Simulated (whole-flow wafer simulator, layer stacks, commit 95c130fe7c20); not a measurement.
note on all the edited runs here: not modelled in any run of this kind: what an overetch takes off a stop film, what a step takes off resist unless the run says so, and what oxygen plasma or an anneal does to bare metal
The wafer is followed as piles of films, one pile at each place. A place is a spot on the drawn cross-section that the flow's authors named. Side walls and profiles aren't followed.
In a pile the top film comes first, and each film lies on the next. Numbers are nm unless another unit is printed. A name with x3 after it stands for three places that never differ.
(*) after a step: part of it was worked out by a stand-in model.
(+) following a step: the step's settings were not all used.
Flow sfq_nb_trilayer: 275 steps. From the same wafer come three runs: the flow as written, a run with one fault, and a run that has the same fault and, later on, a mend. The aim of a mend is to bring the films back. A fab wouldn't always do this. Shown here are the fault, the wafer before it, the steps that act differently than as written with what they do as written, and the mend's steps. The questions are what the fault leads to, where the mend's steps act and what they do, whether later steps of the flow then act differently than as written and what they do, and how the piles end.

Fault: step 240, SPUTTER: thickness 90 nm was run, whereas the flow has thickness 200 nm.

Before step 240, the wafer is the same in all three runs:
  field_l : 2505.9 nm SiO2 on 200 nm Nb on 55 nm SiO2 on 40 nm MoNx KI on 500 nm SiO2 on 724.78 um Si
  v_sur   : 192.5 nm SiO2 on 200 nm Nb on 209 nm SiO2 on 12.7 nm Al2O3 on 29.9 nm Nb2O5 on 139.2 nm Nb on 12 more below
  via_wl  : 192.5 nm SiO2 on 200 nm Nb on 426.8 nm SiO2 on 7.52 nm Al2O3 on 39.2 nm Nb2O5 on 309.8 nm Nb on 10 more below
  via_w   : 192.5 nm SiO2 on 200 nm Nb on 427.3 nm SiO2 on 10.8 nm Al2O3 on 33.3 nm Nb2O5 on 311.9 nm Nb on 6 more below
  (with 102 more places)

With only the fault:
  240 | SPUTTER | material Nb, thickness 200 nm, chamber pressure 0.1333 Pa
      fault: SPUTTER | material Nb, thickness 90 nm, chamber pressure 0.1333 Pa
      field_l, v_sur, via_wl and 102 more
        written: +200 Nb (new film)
        fault: +90 Nb (new film)
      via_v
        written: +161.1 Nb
        fault: +72.4 Nb
  Steps further on in the flow that do not act as written (not shown: 3 more steps that differ only slightly, by at most 2% or 0.5 nm, whichever is larger):
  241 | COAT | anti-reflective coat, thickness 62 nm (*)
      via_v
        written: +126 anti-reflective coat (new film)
        fault: +120 anti-reflective coat (new film)
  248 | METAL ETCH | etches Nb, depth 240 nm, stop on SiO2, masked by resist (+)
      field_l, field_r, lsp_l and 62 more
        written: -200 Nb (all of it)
        fault: -90 Nb (all of it)
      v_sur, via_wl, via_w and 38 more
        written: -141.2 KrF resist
        fault: -79.4 KrF resist
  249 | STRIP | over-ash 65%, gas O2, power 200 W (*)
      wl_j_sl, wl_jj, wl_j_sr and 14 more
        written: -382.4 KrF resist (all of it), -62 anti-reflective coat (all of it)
        fault: -444.1 KrF resist (all of it), -62 anti-reflective coat (all of it)
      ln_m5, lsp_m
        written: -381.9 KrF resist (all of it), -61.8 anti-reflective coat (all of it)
        fault: -443.7 KrF resist (all of it), -61.8 anti-reflective coat (all of it)
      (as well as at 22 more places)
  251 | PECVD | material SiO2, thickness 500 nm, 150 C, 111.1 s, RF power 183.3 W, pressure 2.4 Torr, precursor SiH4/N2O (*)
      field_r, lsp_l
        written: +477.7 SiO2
        fault: +489.9 SiO2
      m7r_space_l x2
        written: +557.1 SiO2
        fault: +500 SiO2
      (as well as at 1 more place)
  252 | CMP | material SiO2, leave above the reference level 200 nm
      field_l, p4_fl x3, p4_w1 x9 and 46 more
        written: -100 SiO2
        fault: -210 SiO2
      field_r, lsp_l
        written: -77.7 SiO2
        fault: -199.9 SiO2
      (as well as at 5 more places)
  By the end, the piles at field_l, v_sur, via_wl and 103 more depart from the flow's by more than 2% or 0.5 nm, whichever is larger.
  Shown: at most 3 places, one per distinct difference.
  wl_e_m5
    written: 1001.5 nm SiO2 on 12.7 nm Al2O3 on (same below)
    fault: 891.5 nm SiO2 on 12.7 nm Al2O3 on (same below)
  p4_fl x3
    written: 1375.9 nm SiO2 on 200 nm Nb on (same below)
    fault: 1265.9 nm SiO2 on 200 nm Nb on (same below)
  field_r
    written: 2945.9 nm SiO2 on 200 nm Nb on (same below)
    fault: 2835.9 nm SiO2 on 200 nm Nb on (same below)

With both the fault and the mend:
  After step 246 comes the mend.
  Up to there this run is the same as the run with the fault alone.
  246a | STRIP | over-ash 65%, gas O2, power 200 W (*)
      p4_fl x3, p4_w1 x9, p4_g1 x2 and 46 more
        -62 anti-reflective coat (all of it)
      wl_j_sl, wl_jj, wl_j_sr and 14 more
        -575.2 KrF resist (all of it), -62 anti-reflective coat (all of it)
      field_r, lsp_l, l0_sur, l0v
        -61.8 anti-reflective coat (all of it)
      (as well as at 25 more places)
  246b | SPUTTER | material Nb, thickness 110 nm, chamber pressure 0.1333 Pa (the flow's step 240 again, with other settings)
      field_l, v_sur, via_wl and 102 more
        +110 Nb
      via_v
        +86.8 Nb
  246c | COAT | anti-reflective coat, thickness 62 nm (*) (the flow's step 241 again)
      p4_fl x3, p4_w1 x9, p4_g1 x2 and 63 more
        +62 anti-reflective coat (new film)
      moat, field_r, lsp_l and 6 more
        +61.8 anti-reflective coat (new film)
      be_r, r_sur, res, r_end
        +61.7 anti-reflective coat (new film)
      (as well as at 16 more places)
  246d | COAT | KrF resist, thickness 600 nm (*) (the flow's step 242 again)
      p4_fl x3, p4_w1 x9, p4_g1 x2 and 63 more
        +600 KrF resist (new film)
      field_r, lsp_l, ln_m5, lsp_m, l0v
        +599.5 KrF resist (new film)
      ln_m6, lsp_r, l0_sur
        +599.6 KrF resist (new film)
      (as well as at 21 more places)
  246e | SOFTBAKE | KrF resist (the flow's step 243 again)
      does not change any film at any place that is followed
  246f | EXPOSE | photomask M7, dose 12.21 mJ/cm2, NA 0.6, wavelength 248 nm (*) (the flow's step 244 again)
      does not change any film at any place that is followed
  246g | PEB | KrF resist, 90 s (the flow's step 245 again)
      field_l, v_sur, via_wl and 97 more
        -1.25 KrF resist
      via_w, via_wr, via_sp, wire, be
        -1.24 KrF resist
      via_v
        -1.61 KrF resist
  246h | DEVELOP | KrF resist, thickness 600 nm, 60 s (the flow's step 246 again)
      p4_fl x3, p4_w1 x9, p4_g1 x2 and 46 more
        -598.7 KrF resist (all of it)
      v_sur, via_wl, via_w and 38 more
        -23.5 KrF resist
      field_r, lsp_l
        -598.2 KrF resist (all of it)
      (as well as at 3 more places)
  Every later step of the flow that is run acts as written, at every place that is followed, to within 2% or 0.5 nm, whichever is larger.
  When the end is reached, the piles differ only a little from the flow's at the places that both follow, at most by 2% or 0.5 nm, whichever is larger.
